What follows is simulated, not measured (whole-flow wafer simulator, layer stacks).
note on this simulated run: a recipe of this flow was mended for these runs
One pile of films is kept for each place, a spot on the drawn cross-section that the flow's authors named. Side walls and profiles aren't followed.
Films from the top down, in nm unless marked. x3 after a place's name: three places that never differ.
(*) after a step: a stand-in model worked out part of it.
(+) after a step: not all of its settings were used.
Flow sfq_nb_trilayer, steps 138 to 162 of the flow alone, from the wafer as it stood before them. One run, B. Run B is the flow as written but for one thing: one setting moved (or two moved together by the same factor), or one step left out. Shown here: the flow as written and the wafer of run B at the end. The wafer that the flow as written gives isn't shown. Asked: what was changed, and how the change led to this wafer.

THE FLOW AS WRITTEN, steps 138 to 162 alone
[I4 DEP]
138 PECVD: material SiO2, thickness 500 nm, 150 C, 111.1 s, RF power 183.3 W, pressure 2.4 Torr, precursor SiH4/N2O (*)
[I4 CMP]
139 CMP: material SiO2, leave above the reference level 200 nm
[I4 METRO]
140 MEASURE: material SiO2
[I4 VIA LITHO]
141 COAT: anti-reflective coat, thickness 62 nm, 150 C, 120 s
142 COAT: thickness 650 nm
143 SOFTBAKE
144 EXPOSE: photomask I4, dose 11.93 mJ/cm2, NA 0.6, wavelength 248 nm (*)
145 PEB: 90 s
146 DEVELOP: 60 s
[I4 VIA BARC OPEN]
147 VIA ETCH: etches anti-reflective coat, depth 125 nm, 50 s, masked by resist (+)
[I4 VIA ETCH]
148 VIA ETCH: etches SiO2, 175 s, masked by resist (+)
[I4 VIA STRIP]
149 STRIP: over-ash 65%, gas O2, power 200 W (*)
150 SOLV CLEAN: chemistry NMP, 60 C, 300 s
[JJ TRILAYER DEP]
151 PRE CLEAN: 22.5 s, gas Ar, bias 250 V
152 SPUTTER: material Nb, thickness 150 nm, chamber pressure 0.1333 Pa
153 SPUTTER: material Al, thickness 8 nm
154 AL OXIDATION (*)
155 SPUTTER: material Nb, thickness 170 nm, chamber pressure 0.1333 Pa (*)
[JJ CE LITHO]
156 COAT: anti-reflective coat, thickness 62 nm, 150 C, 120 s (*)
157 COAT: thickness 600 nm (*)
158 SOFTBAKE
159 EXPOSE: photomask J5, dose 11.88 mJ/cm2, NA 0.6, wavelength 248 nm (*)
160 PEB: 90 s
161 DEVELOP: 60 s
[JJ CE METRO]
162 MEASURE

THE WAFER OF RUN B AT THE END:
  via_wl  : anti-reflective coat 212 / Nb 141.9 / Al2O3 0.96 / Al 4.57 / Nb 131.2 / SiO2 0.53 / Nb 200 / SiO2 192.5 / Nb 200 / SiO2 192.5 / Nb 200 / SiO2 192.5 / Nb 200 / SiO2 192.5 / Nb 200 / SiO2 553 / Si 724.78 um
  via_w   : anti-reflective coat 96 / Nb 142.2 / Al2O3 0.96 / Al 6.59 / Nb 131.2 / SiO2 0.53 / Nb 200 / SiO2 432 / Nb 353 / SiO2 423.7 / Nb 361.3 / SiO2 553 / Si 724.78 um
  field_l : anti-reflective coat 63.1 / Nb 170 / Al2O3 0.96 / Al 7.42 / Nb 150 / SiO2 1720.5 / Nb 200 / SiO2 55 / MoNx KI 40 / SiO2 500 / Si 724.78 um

The cause: step 148, VIA ETCH: 129 s was run, where the flow has 175 s.

How the change led to this, step by step:
  148 VIA ETCH: etches SiO2, 175 s, masked by resist (+)
      via_wl, via_w, via_wr: SiO2 -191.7 (as written it would be: SiO2 -199.7 (all of it), Nb -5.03)
      field_l, v_sur, via_sp and 100 more: KrF-resist-other-grade -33 (as written it would be: KrF-resist-other-grade -44.8)
  149 STRIP: over-ash 65%, gas O2, power 200 W (*)
      field_l, v_sur, via_sp and 100 more: KrF-resist-other-grade -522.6 (all of it), anti-reflective coat -62 (all of it) (as written it would be: KrF-resist-other-grade -510.8 (all of it), anti-reflective coat -62 (all of it))
  151 PRE CLEAN: 22.5 s, gas Ar, bias 250 V
      via_wl, via_w, via_wr: SiO2 -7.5 (as written it would be: Nb -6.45)
  152 SPUTTER: material Nb, thickness 150 nm, chamber pressure 0.1333 Pa
      via_wl, via_w, via_wr: Nb +131.2 (new film) (as written it would be: Nb +129.8)
  156 COAT: anti-reflective coat, thickness 62 nm, 150 C, 120 s (*)
      via_wl, via_wr: anti-reflective coat +212 (new film) (as written it would be: anti-reflective coat +224.3 (new film))
Counting metal films that touch as one body, via_wl has 7 bodies (between them, from the top down: Al2O3 0.96; SiO2 0.53; SiO2 192.5; SiO2 192.5; SiO2 192.5; SiO2 192.5); the flow as written gives 6 bodies (between them, from the top down: Al2O3 0.96; SiO2 192.5; SiO2 192.5; SiO2 192.5; SiO2 192.5).
Counting metal films that touch as one body, via_w has 5 bodies (between them, from the top down: Al2O3 0.96; SiO2 0.53; SiO2 432; SiO2 423.7); the flow as written gives 4 bodies (between them, from the top down: Al2O3 0.96; SiO2 432; SiO2 423.7).
